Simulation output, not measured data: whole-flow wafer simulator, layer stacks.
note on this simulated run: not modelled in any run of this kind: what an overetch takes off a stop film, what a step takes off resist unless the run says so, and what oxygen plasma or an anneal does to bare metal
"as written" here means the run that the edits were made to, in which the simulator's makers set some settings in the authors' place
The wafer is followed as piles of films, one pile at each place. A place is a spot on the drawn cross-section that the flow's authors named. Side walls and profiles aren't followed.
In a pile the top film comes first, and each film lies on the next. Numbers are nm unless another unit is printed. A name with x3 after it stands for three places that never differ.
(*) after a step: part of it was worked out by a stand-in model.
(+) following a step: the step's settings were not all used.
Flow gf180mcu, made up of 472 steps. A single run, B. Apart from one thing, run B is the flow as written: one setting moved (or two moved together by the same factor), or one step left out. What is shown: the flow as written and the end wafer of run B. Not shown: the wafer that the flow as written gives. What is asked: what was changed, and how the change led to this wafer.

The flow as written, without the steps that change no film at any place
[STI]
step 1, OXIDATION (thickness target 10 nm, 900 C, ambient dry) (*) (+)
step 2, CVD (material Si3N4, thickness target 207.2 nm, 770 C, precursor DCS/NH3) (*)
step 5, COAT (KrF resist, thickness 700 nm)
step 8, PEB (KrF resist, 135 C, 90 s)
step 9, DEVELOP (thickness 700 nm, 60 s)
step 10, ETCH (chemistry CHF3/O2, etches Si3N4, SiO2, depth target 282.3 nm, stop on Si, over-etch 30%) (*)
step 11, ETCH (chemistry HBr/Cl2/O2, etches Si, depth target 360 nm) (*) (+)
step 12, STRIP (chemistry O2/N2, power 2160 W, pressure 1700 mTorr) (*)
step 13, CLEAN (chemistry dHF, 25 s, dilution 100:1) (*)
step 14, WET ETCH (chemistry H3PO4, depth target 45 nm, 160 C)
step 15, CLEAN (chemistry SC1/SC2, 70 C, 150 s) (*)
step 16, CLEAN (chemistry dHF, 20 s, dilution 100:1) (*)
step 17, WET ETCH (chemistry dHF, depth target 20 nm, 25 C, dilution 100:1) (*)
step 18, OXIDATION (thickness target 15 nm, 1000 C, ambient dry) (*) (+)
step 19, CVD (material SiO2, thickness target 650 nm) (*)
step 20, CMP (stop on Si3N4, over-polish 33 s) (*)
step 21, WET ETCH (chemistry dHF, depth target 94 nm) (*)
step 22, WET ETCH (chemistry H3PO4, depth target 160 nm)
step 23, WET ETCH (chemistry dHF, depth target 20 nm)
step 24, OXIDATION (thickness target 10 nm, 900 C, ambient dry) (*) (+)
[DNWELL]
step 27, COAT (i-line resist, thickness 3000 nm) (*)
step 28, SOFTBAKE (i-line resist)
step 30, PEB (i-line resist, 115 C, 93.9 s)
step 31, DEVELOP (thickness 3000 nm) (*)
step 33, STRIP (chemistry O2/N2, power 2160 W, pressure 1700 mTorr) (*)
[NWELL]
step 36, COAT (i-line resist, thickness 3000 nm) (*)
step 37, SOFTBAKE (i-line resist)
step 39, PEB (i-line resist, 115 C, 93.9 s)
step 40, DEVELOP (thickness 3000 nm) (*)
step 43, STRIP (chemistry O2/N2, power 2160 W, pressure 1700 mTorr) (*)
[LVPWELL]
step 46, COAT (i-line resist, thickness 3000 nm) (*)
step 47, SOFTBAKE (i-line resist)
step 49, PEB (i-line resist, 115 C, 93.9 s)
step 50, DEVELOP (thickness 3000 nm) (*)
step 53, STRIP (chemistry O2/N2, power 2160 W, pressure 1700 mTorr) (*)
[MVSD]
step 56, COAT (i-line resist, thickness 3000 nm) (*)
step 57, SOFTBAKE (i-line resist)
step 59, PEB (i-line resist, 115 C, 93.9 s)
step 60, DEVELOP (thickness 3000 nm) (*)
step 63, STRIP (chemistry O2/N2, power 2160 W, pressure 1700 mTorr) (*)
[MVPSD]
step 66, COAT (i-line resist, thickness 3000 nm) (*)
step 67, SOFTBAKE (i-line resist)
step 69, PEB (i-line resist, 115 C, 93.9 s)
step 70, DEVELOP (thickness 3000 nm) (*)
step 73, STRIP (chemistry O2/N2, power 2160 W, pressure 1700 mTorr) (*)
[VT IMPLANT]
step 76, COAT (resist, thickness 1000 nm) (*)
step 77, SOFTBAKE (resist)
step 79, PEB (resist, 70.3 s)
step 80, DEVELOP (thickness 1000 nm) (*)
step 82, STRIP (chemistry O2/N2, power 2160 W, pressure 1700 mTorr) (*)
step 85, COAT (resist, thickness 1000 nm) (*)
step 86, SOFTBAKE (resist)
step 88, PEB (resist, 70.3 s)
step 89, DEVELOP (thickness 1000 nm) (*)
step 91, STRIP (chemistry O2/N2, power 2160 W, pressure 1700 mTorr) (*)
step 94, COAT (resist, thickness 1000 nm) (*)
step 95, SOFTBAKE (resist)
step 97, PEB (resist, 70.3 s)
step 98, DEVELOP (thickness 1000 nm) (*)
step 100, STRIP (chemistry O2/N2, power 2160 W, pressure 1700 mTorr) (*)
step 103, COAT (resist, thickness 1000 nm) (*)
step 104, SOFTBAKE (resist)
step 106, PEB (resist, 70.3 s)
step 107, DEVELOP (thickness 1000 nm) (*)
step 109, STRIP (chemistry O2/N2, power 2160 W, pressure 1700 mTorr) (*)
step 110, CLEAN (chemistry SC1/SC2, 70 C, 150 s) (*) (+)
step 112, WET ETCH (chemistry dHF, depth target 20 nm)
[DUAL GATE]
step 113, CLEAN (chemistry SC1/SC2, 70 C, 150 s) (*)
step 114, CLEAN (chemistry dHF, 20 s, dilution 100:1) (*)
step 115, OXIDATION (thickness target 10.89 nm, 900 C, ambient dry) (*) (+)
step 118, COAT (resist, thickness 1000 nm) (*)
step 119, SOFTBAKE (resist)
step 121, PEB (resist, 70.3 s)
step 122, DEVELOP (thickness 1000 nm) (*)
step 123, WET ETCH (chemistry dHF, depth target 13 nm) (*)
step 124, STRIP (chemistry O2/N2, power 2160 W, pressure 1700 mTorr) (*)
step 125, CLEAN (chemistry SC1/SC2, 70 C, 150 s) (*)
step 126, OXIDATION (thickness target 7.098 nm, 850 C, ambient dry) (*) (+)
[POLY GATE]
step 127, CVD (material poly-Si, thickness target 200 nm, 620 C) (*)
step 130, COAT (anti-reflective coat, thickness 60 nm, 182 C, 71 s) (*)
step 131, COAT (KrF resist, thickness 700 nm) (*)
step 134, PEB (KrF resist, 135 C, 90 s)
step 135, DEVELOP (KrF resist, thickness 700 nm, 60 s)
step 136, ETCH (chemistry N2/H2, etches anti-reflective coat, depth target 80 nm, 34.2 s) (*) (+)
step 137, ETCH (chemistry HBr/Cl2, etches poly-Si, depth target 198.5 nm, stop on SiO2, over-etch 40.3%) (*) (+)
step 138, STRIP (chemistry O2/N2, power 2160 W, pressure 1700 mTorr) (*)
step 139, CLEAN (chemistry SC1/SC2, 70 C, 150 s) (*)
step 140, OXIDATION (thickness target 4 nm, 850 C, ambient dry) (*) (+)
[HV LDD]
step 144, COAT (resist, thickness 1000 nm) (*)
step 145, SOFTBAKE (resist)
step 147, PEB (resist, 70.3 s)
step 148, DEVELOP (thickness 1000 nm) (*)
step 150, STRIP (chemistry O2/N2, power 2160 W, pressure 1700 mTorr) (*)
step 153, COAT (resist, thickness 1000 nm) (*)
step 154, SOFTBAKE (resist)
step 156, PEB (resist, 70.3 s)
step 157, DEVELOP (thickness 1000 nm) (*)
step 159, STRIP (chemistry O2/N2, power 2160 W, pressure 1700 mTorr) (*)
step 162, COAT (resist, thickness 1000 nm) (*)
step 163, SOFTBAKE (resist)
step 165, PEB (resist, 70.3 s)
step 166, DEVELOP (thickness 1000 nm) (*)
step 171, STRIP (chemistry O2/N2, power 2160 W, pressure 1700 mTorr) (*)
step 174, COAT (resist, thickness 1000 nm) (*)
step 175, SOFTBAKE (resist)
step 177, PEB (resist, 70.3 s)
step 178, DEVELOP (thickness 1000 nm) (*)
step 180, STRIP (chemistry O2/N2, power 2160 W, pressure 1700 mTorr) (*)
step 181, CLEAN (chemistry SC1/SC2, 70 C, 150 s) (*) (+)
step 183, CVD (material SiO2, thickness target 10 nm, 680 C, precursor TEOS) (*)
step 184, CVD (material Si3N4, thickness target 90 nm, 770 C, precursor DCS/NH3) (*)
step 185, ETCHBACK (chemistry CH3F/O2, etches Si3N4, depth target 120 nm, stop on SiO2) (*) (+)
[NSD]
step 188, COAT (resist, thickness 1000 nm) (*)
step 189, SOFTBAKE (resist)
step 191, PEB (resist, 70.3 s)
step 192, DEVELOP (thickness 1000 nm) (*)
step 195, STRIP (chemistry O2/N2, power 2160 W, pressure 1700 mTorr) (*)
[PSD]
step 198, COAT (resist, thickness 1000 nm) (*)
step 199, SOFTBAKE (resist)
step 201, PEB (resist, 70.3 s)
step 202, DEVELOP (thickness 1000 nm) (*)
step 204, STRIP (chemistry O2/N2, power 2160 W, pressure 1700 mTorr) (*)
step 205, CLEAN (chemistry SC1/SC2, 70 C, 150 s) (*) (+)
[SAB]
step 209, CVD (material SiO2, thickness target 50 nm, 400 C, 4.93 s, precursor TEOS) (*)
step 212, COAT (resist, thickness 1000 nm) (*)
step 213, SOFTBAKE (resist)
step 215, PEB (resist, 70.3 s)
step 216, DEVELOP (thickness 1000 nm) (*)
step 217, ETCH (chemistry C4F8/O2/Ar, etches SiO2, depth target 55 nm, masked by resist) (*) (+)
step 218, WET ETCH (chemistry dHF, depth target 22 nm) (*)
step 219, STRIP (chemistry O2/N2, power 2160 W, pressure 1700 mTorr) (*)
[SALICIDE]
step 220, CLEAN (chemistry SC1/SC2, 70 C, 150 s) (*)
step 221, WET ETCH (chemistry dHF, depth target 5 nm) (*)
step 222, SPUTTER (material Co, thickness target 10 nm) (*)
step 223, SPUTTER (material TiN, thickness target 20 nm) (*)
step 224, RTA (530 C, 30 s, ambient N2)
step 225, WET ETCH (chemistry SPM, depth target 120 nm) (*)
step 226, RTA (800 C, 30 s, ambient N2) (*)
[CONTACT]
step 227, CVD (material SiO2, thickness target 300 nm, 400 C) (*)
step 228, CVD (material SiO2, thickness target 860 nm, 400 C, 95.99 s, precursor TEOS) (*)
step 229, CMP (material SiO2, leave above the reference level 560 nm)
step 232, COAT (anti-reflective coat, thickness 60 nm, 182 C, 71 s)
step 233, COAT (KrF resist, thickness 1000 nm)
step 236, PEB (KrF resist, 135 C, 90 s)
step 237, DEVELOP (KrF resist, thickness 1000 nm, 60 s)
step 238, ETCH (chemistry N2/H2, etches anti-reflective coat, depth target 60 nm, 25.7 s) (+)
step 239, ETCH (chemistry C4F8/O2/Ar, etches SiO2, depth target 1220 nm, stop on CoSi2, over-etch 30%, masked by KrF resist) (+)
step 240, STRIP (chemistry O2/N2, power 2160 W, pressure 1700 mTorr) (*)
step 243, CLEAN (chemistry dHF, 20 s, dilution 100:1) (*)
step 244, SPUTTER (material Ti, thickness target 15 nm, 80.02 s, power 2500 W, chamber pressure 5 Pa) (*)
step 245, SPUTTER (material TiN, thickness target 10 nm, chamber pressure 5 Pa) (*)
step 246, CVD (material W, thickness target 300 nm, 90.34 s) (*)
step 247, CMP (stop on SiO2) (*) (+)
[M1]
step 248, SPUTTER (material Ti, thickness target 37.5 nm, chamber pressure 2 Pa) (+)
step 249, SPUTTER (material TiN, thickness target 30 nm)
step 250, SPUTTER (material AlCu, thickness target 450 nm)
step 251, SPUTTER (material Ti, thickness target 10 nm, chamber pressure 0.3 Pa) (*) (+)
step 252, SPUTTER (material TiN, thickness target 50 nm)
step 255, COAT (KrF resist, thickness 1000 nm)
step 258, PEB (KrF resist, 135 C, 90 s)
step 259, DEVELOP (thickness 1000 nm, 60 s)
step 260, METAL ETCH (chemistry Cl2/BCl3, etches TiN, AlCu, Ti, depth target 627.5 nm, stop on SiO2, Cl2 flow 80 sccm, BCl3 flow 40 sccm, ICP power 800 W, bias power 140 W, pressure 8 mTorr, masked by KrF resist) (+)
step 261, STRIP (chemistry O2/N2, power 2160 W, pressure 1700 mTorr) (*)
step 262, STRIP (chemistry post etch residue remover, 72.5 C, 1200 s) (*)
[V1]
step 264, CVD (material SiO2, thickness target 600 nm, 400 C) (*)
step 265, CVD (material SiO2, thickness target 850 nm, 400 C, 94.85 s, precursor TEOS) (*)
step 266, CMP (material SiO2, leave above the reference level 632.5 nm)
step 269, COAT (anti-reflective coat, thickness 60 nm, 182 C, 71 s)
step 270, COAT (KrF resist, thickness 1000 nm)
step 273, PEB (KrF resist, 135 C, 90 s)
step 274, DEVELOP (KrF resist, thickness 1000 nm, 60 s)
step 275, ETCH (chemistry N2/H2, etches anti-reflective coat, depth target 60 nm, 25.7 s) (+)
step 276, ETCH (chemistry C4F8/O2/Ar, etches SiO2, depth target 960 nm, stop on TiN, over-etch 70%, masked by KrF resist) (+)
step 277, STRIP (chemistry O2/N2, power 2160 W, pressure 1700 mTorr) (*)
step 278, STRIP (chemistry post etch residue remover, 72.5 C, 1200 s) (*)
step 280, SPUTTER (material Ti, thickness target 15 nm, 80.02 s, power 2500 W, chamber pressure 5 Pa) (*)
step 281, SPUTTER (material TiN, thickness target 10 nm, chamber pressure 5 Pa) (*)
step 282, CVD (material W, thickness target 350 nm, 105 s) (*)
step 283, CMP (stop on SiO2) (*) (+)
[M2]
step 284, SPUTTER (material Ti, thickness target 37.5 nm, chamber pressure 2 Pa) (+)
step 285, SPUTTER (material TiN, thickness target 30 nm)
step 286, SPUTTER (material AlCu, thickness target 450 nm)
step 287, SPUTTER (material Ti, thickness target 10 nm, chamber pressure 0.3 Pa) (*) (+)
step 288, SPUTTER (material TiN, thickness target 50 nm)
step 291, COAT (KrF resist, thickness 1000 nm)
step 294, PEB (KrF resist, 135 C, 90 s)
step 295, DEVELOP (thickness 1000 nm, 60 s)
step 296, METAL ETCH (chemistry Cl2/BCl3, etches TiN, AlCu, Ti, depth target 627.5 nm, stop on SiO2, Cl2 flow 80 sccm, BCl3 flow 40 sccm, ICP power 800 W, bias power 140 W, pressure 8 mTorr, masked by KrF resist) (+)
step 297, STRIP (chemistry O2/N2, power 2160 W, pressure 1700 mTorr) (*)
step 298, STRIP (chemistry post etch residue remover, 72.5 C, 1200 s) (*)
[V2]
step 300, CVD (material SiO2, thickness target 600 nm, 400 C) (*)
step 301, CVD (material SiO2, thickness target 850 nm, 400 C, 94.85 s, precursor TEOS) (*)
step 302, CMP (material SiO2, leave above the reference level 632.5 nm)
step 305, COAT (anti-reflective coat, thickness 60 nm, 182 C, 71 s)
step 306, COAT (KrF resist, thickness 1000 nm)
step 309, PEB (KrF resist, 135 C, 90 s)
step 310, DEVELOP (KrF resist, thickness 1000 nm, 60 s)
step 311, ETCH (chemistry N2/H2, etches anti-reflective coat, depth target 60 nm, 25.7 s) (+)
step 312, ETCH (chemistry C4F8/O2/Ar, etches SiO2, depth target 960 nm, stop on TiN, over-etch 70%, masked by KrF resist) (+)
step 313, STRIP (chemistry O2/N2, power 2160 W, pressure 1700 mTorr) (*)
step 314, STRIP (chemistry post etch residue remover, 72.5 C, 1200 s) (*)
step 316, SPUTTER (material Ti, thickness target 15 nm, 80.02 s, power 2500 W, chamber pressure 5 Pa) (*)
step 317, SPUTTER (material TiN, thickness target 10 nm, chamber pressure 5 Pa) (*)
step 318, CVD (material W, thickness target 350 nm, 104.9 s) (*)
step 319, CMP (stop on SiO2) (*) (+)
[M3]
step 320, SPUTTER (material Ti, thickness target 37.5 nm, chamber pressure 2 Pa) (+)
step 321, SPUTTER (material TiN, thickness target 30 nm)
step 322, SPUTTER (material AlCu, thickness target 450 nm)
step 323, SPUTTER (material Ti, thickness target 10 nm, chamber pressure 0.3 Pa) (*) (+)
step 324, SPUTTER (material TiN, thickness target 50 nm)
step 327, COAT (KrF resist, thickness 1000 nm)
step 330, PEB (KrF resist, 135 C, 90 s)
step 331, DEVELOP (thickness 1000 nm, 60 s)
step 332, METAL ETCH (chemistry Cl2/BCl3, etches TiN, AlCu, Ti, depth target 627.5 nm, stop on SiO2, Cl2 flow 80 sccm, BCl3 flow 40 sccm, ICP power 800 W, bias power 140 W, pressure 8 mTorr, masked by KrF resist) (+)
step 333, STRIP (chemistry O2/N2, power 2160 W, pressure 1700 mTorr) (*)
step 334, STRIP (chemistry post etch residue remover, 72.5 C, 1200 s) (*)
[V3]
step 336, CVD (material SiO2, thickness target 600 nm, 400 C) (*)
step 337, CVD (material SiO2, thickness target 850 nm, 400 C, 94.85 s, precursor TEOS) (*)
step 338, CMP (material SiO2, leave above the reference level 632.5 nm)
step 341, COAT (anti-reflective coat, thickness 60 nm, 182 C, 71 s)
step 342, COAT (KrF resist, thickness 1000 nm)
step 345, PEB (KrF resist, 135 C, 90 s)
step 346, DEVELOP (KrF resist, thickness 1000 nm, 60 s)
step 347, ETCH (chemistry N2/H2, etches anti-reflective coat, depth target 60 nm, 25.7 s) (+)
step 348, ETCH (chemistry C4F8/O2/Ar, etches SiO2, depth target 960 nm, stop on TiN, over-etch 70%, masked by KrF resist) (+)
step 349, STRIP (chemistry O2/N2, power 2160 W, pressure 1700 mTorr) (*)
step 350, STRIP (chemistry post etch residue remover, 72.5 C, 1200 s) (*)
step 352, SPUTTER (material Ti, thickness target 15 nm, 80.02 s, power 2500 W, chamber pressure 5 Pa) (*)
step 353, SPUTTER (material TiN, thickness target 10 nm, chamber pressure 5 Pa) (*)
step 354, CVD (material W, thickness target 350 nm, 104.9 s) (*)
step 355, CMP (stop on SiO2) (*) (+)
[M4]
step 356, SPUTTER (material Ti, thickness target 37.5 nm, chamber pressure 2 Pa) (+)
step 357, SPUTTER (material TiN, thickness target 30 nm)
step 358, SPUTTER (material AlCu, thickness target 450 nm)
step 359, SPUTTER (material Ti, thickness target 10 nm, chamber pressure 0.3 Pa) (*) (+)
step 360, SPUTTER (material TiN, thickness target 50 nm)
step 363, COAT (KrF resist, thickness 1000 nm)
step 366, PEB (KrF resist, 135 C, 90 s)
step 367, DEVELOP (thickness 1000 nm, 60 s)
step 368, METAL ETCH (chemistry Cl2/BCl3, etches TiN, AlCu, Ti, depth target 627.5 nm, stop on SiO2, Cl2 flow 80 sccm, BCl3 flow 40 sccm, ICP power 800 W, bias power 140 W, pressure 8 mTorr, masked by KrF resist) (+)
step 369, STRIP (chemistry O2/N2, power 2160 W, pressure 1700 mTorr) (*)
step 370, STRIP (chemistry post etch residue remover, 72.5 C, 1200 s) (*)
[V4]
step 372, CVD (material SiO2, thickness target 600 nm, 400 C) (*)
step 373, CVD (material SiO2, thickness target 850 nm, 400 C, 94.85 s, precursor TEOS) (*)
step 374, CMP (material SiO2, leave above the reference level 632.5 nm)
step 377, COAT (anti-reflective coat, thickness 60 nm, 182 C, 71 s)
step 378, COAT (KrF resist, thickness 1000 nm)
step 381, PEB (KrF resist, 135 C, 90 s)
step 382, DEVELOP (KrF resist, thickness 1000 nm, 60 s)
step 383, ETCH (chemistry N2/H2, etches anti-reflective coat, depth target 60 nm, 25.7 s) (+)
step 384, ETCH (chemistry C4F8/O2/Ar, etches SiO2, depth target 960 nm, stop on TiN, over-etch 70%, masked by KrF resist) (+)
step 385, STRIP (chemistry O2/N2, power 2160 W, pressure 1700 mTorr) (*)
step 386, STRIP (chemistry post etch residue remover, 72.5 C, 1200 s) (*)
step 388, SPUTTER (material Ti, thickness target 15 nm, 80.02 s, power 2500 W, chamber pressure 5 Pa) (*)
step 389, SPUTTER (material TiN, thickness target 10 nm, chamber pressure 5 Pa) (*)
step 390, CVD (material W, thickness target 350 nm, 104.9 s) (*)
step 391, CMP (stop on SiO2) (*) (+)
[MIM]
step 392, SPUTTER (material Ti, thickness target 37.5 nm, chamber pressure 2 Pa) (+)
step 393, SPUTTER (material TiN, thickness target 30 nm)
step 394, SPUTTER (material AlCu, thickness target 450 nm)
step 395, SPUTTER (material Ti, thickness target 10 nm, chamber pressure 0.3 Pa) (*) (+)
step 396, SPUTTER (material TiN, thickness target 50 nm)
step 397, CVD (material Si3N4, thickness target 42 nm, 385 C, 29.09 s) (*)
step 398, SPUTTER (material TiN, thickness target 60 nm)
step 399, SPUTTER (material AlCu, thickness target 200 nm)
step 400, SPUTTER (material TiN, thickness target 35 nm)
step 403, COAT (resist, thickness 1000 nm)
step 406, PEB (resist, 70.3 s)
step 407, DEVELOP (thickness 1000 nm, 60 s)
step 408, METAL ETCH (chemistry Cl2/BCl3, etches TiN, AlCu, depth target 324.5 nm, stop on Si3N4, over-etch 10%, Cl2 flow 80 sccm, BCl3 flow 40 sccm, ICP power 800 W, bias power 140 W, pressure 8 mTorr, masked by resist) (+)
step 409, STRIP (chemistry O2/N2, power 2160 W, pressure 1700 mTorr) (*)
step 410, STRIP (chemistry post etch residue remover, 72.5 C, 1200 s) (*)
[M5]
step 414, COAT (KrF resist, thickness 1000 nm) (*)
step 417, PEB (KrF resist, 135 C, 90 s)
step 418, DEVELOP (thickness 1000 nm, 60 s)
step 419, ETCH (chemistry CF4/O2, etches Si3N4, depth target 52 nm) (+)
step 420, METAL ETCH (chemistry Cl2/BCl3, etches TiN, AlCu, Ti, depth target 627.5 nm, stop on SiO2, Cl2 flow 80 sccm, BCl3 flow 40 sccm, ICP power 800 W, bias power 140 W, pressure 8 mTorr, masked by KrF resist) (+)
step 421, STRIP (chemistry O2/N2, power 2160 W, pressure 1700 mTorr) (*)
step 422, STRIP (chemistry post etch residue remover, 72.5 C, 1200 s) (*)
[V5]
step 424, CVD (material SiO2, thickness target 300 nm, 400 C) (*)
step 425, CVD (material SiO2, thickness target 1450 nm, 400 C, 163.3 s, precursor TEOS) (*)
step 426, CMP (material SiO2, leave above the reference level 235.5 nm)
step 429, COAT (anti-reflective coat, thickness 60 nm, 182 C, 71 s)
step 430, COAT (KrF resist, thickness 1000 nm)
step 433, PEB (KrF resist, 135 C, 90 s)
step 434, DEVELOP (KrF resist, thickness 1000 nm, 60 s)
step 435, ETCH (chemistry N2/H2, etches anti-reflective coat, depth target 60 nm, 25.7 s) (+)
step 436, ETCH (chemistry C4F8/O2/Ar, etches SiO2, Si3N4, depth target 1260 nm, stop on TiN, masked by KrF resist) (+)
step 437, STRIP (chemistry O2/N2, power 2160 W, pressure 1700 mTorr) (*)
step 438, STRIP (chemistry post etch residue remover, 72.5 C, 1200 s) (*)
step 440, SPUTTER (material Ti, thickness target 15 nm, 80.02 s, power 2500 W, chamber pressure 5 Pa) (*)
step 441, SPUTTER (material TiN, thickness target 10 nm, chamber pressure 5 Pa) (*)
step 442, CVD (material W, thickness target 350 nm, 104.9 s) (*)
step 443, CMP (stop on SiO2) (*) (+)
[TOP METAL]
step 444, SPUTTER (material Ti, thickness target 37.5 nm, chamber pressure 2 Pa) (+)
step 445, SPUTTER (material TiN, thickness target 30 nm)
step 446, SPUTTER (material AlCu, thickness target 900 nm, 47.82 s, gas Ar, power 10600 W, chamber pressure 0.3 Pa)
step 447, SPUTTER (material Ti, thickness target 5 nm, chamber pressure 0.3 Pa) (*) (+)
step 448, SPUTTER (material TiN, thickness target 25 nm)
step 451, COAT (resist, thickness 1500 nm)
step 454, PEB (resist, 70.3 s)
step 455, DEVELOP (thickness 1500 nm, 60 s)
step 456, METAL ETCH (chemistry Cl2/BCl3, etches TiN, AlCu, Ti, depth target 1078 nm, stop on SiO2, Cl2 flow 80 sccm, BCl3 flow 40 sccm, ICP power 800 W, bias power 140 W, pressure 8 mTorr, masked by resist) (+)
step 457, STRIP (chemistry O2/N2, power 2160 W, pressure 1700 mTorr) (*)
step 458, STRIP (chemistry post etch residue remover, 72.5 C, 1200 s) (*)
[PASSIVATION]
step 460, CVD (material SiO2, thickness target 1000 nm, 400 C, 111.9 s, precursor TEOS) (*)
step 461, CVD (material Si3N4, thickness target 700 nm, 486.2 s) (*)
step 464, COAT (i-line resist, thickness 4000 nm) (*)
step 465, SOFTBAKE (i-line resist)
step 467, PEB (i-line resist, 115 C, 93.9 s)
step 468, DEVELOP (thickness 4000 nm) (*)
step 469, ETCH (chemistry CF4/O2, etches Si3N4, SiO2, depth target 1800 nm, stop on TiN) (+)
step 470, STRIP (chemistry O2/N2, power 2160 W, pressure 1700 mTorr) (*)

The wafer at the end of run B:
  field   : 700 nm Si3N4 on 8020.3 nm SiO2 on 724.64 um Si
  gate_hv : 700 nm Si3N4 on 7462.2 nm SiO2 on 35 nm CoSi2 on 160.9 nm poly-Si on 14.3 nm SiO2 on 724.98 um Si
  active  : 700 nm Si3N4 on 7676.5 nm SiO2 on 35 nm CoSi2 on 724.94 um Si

What caused this: step 322, SPUTTER: thickness target 243 nm was run, though the flow has thickness target 450 nm.

The path from the change to this, step by step:
  step 322, SPUTTER (material AlCu, thickness target 450 nm)
      field, field__w1, field__w2 and 108 more: +243 AlCu (new film) (it would be, as written: +450 AlCu (new film))
  step 332, METAL ETCH (chemistry Cl2/BCl3, etches TiN, AlCu, Ti, depth target 627.5 nm, stop on SiO2, Cl2 flow 80 sccm, BCl3 flow 40 sccm, ICP power 800 W, bias power 140 W, pressure 8 mTorr, masked by KrF resist) (+)
      field, field__w1, field__w2 and 103 more: -50 TiN (all of it), -10 Ti (all of it), -243 AlCu (all of it), -30 TiN (all of it), -37.5 Ti (all of it) (it would be, as written: -50 TiN (all of it), -10 Ti (all of it), -450 AlCu (all of it), -30 TiN (all of it), -37.5 Ti (all of it))
      field__w8, contact, m1, m1__w1, m1_nw: -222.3 KrF resist (it would be, as written: -251 KrF resist)
  step 333, STRIP (chemistry O2/N2, power 2160 W, pressure 1700 mTorr) (*)
      field__w8, contact, m1, m1__w1, m1_nw: -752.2 KrF resist (all of it) (it would be, as written: -723.5 KrF resist (all of it))
  step 338, CMP (material SiO2, leave above the reference level 632.5 nm)
      field, field__w1, field__w2 and 103 more: -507 SiO2 (it would be, as written: -300 SiO2)
